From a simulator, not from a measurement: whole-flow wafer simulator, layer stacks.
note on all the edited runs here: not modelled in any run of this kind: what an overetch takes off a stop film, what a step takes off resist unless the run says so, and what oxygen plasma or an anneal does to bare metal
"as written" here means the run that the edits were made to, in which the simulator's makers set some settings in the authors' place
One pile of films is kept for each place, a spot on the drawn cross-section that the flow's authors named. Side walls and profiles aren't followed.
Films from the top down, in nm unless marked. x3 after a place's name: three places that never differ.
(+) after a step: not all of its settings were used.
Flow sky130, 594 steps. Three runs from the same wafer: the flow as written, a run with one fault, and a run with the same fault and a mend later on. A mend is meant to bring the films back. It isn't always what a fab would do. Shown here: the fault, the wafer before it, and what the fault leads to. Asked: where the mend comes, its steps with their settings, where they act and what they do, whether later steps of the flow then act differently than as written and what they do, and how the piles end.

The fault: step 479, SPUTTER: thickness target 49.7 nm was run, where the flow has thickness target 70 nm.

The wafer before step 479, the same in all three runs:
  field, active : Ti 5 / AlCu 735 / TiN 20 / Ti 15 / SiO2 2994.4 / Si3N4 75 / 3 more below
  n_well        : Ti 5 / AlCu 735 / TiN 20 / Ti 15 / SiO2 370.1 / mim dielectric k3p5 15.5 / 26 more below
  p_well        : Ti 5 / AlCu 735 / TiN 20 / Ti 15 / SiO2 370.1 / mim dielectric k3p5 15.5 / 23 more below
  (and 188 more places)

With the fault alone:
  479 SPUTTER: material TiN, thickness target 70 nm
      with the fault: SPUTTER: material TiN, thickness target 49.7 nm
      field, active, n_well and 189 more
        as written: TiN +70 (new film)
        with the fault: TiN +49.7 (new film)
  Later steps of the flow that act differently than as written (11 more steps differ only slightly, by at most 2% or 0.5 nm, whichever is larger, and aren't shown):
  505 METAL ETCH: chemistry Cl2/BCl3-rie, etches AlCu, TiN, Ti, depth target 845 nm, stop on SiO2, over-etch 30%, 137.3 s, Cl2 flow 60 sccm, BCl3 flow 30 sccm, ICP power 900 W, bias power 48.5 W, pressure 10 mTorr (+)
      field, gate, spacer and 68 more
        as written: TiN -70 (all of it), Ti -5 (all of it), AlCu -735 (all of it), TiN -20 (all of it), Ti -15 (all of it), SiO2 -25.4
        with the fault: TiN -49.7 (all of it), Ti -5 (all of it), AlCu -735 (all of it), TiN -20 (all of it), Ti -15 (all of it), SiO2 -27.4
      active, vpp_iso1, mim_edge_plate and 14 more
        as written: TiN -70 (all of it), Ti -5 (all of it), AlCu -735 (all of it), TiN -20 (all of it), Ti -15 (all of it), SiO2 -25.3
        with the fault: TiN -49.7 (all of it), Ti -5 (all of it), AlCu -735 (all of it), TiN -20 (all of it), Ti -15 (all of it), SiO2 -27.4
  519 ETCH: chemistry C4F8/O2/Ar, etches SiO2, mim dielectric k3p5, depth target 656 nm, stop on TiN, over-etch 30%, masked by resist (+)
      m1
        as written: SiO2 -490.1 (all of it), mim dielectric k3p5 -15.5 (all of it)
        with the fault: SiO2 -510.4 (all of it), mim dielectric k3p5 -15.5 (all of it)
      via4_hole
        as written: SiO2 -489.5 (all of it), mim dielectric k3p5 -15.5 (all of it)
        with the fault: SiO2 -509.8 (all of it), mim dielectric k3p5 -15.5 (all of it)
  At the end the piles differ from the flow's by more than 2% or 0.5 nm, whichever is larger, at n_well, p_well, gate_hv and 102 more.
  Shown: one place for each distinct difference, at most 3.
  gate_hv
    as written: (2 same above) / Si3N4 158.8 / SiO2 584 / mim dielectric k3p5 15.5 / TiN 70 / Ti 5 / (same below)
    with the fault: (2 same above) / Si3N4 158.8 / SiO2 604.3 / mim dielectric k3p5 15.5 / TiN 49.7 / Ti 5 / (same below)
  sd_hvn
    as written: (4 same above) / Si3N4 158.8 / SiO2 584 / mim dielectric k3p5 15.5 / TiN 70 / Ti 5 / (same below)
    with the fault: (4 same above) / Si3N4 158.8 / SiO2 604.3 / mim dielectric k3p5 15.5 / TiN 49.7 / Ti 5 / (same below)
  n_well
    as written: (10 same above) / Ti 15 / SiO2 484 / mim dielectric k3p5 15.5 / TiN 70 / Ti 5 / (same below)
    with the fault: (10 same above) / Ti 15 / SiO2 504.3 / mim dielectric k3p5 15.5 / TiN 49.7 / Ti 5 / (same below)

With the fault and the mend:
  The mend comes after step 479.
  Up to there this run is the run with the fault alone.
  479a SPUTTER: material TiN, thickness target 20.3 nm (the flow's step 479 once more, with other settings)
      field, active, n_well and 189 more
        TiN +20.3
  No later step of the flow acts differently than as written at any place that is followed.
  At the end the piles are the same as the flow's at every place that both follow.
